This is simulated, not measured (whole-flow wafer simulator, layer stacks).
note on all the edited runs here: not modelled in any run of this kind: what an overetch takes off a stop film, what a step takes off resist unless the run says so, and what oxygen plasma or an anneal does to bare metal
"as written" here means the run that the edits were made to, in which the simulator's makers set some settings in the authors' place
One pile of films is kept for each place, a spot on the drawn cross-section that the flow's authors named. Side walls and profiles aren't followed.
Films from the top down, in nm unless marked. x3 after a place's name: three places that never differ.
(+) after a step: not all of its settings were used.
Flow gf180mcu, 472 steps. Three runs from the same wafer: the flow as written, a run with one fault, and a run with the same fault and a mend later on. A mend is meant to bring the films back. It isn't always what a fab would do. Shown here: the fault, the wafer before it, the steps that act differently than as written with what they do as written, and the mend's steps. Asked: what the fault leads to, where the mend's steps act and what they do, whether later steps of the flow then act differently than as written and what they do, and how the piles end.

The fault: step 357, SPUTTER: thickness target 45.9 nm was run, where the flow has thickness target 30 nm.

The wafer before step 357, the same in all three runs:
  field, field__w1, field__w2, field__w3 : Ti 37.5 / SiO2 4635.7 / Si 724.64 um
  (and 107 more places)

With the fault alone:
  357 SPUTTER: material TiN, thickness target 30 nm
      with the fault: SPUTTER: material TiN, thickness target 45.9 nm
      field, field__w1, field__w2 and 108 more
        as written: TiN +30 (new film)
        with the fault: TiN +45.9 (new film)
  Later steps of the flow that act differently than as written:
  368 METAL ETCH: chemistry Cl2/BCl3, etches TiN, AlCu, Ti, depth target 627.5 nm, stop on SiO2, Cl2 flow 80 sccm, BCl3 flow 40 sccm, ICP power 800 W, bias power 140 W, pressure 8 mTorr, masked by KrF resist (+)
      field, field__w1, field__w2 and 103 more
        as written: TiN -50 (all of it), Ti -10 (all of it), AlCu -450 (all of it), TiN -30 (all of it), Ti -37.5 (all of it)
        with the fault: TiN -50 (all of it), Ti -10 (all of it), AlCu -450 (all of it), TiN -45.9 (all of it), Ti -37.5 (all of it)
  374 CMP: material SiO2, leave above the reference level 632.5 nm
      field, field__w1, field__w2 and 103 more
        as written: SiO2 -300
        with the fault: SiO2 -284.1
  At the end the piles differ from the flow's by more than 2% or 0.5 nm, whichever is larger, at field__w8, contact, m1, m1__w1, m1_nw.
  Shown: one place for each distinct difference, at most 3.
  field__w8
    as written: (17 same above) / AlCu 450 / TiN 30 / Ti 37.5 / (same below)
    with the fault: (17 same above) / AlCu 450 / TiN 45.9 / Ti 37.5 / (same below)
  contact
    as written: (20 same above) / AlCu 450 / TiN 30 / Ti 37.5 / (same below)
    with the fault: (20 same above) / AlCu 450 / TiN 45.9 / Ti 37.5 / (same below)

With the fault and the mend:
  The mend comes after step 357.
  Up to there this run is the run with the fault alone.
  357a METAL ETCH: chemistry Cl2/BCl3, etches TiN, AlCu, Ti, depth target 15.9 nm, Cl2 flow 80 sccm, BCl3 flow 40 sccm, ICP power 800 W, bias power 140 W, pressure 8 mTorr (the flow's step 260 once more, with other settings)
      field, field__w1, field__w2 and 108 more
        TiN -15.9
  No later step of the flow acts differently than as written at any place that is followed.
  At the end the piles are the same as the flow's at every place that both follow.
